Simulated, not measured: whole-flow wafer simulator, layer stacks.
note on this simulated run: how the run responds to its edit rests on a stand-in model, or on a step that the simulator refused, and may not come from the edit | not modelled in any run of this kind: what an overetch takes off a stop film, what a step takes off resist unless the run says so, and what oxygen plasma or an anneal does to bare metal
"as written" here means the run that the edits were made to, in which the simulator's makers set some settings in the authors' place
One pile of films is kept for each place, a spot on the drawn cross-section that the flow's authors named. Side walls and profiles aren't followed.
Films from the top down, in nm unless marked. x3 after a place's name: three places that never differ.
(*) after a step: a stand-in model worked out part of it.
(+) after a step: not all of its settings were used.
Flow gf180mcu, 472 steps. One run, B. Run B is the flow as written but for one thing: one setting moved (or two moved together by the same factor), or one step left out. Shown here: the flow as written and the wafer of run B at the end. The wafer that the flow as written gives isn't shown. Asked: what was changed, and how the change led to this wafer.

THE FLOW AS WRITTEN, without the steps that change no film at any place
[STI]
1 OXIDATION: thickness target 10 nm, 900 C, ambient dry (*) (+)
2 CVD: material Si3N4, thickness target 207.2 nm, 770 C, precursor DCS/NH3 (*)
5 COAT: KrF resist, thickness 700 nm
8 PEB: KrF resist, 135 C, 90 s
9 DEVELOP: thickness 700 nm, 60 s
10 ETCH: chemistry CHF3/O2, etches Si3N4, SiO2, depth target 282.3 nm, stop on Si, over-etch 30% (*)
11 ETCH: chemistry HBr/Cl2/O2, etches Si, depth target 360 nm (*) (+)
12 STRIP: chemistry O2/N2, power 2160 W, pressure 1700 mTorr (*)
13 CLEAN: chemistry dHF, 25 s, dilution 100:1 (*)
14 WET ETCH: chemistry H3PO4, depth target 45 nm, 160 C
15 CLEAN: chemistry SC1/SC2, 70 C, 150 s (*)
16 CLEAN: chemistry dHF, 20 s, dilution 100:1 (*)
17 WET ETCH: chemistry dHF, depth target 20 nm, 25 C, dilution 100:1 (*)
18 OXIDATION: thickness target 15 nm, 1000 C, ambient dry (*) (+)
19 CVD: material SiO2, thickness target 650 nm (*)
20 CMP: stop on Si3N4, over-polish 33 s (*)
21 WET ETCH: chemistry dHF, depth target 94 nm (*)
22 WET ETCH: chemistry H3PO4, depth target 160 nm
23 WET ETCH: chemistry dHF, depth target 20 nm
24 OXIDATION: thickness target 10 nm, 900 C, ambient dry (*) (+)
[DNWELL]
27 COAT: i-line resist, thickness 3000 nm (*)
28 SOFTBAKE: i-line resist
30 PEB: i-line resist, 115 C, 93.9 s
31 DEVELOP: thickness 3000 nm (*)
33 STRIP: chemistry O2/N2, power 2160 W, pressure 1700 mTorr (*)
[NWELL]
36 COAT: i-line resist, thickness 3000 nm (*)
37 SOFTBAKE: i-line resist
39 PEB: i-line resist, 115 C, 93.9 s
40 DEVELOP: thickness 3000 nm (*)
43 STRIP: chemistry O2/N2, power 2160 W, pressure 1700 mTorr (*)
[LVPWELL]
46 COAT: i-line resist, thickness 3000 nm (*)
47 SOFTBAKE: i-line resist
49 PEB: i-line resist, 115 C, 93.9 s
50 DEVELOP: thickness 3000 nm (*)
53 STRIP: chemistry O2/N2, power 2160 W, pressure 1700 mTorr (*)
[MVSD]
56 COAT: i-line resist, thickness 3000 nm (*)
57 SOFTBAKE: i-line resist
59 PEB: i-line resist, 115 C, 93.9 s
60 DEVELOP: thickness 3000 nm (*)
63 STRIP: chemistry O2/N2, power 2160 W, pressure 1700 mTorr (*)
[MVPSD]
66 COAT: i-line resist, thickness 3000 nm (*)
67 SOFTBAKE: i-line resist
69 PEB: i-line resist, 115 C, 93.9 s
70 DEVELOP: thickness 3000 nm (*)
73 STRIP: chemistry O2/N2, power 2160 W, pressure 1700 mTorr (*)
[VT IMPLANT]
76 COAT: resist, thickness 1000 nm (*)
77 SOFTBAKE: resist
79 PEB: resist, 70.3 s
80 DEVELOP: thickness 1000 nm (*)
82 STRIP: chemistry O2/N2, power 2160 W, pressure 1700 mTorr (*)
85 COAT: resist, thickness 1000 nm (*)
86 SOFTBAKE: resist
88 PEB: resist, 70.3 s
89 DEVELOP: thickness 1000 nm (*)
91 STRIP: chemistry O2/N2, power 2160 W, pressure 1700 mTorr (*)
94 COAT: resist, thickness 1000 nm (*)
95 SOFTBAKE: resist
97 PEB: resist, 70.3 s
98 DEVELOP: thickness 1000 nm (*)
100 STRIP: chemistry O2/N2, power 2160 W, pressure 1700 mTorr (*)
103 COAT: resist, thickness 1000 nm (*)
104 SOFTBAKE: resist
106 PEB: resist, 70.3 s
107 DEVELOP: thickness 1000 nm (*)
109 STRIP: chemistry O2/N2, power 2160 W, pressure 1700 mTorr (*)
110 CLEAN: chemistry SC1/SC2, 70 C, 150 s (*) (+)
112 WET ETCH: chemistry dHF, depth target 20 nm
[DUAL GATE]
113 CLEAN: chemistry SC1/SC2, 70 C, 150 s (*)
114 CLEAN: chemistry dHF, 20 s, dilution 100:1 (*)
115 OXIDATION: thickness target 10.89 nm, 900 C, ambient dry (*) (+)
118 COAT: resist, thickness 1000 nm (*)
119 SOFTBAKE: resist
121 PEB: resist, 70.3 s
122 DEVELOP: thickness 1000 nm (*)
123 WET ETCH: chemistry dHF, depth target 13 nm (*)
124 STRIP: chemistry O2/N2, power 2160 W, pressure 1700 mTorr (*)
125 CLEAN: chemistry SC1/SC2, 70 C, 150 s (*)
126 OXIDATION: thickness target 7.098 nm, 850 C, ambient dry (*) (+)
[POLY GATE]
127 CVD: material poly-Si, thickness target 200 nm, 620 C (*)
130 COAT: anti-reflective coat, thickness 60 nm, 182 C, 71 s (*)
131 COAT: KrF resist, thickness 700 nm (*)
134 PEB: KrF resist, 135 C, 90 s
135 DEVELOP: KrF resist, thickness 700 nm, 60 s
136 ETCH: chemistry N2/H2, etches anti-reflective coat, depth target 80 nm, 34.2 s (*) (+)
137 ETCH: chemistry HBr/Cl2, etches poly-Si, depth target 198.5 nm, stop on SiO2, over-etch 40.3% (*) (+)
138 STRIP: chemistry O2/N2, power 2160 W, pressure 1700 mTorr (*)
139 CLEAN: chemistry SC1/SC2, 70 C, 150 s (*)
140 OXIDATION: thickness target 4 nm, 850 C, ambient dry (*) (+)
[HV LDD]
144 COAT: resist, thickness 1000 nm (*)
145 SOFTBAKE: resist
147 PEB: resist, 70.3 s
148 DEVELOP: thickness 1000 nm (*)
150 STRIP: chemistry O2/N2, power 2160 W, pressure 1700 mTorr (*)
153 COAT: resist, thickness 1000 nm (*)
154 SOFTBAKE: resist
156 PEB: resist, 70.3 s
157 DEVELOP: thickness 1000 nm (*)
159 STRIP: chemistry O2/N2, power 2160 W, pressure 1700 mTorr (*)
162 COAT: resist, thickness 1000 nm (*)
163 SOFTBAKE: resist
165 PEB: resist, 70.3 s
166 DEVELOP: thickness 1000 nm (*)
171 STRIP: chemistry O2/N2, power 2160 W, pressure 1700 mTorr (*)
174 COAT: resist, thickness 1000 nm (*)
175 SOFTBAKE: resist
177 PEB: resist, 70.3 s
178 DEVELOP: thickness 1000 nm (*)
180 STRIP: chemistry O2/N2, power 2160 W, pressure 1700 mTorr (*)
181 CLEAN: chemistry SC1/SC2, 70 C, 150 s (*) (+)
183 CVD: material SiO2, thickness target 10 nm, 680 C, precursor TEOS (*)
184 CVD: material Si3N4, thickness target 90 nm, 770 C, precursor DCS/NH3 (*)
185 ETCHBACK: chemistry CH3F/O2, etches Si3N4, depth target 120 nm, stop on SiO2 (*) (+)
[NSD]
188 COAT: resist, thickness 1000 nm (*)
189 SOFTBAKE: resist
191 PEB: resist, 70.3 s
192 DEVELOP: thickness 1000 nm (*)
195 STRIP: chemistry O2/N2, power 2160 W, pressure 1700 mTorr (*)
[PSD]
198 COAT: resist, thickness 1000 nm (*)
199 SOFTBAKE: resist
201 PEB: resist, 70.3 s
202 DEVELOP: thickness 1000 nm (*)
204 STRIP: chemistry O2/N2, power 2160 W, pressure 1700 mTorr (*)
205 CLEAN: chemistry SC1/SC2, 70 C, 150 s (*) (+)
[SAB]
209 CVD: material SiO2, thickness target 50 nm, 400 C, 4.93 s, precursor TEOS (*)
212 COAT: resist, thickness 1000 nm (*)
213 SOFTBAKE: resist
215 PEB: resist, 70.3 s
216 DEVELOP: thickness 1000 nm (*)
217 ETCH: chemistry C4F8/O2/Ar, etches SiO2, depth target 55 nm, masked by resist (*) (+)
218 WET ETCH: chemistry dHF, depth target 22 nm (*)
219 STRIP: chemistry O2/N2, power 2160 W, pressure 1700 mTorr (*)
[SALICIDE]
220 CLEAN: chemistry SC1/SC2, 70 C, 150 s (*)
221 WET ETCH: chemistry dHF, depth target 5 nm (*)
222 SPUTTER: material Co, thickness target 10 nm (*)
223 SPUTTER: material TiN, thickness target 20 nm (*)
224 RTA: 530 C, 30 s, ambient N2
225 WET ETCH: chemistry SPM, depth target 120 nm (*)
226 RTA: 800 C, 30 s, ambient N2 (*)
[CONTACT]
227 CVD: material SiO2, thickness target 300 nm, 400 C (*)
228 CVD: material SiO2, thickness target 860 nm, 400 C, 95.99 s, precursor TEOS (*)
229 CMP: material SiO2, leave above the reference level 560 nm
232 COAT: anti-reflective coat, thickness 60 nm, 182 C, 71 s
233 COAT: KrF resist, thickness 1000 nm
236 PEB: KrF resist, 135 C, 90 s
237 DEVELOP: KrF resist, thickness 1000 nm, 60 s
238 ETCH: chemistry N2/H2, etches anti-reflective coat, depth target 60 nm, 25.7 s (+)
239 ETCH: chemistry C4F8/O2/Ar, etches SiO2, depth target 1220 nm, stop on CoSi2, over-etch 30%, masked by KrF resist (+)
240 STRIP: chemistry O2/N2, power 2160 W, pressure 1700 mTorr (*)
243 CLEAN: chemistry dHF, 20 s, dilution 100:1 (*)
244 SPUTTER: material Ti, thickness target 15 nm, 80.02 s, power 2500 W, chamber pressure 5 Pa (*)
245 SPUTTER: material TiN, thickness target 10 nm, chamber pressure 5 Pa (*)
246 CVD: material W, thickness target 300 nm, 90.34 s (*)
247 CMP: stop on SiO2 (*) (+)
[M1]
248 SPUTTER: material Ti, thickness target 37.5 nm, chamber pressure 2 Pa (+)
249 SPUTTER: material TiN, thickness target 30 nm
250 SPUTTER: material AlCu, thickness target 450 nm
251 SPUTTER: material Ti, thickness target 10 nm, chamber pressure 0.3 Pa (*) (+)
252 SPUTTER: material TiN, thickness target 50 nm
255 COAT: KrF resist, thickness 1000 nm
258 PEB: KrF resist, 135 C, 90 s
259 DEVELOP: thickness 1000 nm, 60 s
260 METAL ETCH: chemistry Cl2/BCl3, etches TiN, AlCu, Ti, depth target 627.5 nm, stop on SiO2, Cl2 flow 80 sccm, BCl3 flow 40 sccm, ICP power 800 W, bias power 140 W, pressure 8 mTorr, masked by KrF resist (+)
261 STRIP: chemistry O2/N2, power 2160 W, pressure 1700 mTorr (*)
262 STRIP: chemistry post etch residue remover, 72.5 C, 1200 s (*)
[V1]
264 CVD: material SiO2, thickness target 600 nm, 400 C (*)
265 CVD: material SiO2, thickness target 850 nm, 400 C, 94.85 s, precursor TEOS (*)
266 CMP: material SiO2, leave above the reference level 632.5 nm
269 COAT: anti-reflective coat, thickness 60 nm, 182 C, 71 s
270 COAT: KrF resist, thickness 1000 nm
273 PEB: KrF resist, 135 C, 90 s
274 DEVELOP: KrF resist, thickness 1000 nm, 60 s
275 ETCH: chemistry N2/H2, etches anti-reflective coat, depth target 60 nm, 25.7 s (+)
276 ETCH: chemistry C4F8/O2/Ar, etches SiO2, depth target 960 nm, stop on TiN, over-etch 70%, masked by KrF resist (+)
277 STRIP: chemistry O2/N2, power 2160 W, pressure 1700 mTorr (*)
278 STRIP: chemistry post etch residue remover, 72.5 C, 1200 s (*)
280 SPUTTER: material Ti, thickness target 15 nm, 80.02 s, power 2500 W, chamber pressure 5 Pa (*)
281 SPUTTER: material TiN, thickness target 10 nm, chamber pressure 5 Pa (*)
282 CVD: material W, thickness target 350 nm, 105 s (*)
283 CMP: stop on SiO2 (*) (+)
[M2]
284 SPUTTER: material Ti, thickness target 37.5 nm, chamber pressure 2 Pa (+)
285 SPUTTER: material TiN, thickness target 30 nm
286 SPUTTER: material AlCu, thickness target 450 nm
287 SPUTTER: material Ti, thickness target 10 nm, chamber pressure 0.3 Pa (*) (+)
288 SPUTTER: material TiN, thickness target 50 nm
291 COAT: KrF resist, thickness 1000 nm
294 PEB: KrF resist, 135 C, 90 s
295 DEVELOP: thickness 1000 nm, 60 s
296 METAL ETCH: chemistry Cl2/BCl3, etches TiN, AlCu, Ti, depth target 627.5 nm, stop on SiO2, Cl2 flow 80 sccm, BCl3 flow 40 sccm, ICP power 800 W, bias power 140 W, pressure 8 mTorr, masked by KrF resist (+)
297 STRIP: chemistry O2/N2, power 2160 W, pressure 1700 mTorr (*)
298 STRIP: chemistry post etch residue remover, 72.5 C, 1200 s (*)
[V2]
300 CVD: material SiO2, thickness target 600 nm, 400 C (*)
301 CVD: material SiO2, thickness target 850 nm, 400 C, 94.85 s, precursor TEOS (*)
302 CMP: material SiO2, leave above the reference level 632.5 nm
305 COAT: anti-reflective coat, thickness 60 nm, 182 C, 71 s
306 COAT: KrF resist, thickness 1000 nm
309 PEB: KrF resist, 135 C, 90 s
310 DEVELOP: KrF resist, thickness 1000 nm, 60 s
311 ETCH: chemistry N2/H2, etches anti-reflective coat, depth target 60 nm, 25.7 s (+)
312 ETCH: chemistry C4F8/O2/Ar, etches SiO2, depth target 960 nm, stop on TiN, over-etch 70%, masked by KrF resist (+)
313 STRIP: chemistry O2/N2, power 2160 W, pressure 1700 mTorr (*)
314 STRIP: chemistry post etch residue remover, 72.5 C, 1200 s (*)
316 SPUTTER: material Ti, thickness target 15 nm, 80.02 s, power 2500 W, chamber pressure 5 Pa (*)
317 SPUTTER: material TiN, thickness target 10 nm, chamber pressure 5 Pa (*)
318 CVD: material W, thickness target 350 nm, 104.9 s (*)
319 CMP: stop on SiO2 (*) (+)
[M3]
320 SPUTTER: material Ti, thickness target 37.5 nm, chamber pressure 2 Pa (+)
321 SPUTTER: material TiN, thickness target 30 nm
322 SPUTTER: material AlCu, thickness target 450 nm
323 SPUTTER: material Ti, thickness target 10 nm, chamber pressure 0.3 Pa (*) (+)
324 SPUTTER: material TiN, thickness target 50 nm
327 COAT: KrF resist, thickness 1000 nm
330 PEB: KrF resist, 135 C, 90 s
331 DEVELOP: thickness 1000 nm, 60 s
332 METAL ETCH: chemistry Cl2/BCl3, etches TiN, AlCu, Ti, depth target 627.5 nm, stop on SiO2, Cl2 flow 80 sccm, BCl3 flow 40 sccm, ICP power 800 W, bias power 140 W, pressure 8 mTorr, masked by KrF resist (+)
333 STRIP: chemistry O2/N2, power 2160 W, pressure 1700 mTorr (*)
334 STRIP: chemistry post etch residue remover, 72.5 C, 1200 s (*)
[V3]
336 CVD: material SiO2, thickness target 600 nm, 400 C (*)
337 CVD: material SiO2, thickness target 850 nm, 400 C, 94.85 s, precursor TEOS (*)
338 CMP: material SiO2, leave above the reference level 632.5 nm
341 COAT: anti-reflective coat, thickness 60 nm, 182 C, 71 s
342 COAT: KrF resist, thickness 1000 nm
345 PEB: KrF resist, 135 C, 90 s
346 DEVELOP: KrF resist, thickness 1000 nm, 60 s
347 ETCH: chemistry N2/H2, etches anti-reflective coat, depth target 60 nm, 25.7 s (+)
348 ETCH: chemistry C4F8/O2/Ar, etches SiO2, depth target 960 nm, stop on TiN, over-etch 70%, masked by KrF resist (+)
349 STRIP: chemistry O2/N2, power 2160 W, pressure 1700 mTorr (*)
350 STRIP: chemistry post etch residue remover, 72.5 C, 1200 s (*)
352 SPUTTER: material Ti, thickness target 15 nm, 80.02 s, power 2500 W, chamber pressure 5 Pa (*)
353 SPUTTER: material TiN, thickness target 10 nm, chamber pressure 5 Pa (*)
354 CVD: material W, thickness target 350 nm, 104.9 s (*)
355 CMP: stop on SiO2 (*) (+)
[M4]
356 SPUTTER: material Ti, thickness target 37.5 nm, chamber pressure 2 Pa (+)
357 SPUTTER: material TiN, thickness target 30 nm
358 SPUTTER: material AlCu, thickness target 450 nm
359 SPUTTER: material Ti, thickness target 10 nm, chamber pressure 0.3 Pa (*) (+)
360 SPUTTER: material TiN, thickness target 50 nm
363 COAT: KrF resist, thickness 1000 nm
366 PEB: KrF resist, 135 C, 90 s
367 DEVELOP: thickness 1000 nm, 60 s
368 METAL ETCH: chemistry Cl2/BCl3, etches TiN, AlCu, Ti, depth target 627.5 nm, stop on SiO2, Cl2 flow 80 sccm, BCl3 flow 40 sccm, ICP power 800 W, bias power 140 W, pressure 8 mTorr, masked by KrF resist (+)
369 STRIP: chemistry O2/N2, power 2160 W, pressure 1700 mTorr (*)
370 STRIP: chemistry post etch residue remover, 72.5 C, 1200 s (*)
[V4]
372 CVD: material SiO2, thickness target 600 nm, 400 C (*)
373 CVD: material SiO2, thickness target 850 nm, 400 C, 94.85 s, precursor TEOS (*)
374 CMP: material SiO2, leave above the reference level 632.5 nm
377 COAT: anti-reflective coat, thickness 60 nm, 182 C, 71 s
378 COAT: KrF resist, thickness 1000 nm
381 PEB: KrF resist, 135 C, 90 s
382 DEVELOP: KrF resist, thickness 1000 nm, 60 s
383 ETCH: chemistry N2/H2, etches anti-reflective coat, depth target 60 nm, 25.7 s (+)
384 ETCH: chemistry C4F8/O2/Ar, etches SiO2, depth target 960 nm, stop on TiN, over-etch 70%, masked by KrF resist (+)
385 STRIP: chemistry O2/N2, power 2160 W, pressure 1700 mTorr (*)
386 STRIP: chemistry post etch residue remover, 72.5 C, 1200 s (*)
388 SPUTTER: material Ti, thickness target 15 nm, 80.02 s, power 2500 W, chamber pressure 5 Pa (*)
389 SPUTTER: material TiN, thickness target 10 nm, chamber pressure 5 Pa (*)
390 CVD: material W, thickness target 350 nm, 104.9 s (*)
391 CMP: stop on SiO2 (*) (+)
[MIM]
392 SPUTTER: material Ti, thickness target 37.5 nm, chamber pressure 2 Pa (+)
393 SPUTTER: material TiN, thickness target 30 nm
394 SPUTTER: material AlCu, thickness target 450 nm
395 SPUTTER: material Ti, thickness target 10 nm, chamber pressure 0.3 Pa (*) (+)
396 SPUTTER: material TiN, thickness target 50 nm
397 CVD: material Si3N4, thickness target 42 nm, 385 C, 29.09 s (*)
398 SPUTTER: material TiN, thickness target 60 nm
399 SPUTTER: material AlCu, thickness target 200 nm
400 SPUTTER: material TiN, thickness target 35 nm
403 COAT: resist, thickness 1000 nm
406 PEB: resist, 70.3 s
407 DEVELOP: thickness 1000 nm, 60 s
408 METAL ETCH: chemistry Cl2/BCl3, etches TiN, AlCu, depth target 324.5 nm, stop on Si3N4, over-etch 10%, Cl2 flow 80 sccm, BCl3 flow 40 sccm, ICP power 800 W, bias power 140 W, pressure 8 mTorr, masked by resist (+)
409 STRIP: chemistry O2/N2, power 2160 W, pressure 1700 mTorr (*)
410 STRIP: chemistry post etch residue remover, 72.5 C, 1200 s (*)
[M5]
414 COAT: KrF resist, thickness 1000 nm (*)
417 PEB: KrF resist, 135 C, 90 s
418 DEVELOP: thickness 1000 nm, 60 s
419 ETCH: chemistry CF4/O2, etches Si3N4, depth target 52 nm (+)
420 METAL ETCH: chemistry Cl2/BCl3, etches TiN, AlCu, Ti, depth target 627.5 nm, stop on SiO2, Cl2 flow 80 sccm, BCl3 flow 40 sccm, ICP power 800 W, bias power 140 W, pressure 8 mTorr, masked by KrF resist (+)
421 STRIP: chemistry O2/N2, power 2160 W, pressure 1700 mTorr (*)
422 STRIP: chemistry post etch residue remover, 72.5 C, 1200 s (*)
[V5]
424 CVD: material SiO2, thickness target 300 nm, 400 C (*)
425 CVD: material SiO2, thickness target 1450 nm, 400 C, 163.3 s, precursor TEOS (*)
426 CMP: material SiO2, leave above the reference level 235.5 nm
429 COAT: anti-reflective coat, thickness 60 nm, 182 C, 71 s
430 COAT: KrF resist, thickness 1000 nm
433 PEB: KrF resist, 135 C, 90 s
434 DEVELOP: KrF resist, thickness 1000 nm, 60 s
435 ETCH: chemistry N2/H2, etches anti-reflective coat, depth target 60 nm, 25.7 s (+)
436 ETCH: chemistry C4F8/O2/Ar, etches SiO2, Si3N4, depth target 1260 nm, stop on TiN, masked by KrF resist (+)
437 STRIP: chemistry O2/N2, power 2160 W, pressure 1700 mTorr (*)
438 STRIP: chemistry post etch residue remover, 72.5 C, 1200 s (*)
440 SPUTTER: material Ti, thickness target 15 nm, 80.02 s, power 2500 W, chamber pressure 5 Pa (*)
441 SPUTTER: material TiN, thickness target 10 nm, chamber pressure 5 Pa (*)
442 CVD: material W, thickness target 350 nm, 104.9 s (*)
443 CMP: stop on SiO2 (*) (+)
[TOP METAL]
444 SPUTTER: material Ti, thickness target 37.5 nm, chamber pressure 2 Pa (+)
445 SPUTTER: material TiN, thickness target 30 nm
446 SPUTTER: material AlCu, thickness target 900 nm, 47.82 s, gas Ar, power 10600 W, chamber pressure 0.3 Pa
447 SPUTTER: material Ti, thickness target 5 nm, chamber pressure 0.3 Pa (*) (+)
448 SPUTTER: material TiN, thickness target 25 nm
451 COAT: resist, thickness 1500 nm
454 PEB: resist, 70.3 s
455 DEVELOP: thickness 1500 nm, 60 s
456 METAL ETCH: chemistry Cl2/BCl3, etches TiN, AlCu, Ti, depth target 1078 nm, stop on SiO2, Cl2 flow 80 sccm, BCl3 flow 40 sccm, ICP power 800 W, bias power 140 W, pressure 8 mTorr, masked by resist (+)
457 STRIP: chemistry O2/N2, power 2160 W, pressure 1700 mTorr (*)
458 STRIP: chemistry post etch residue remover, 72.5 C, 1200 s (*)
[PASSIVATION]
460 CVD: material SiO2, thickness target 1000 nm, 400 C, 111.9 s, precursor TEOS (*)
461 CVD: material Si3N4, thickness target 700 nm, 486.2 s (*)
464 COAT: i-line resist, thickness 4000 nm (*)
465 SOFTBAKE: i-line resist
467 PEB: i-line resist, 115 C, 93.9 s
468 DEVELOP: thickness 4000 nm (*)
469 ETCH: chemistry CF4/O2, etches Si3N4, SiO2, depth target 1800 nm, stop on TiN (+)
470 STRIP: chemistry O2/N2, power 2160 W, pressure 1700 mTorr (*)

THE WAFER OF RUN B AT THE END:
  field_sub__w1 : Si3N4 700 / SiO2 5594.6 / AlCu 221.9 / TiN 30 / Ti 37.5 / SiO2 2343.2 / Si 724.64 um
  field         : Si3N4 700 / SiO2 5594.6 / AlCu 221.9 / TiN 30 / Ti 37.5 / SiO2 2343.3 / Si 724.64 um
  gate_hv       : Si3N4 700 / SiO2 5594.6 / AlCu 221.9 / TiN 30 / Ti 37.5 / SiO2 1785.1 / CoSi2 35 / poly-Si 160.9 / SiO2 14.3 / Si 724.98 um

The cause: step 296, METAL ETCH: depth target 282.4 nm was run, where the flow has depth target 627.5 nm.

How the change led to this, step by step:
  296 METAL ETCH: chemistry Cl2/BCl3, etches TiN, AlCu, Ti, depth target 627.5 nm, stop on SiO2, Cl2 flow 80 sccm, BCl3 flow 40 sccm, ICP power 800 W, bias power 140 W, pressure 8 mTorr, masked by KrF resist (+)
      field, field__w1, field__w2 and 103 more: TiN -50 (all of it), Ti -10 (all of it), AlCu -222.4 (as written it would be: TiN -50 (all of it), Ti -10 (all of it), AlCu -450 (all of it), TiN -30 (all of it), Ti -37.5 (all of it))
      field__w8, contact, m1, m1__w1, m1_nw: KrF resist -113 (as written it would be: KrF resist -251)
  297 STRIP: chemistry O2/N2, power 2160 W, pressure 1700 mTorr (*)
      field__w8, contact, m1, m1__w1, m1_nw: KrF resist -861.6 (all of it) (as written it would be: KrF resist -723.5 (all of it))
  298 STRIP: chemistry post etch residue remover, 72.5 C, 1200 s (*)
      field, field__w1, field__w2 and 103 more: AlCu -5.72 (as written it would be: nothing)
  300 CVD: material SiO2, thickness target 600 nm, 400 C (*)
      field, field__w1, field__w2 and 103 more: SiO2 +600 (new film) (as written it would be: SiO2 +600)
  302 CMP: material SiO2, leave above the reference level 632.5 nm
      field, field__w1, field__w2 and 103 more: SiO2 -589.4 (as written it would be: SiO2 -300)
Counting metal films that touch as one body, field_sub__w1 has 1 body; the flow as written gives 0 bodies.
Counting metal films that touch as one body, field has 1 body; the flow as written gives 0 bodies.
Counting metal films that touch as one body, gate_hv has 2 bodies (between them, from the top down: SiO2 1785.1); the flow as written gives 1 body.
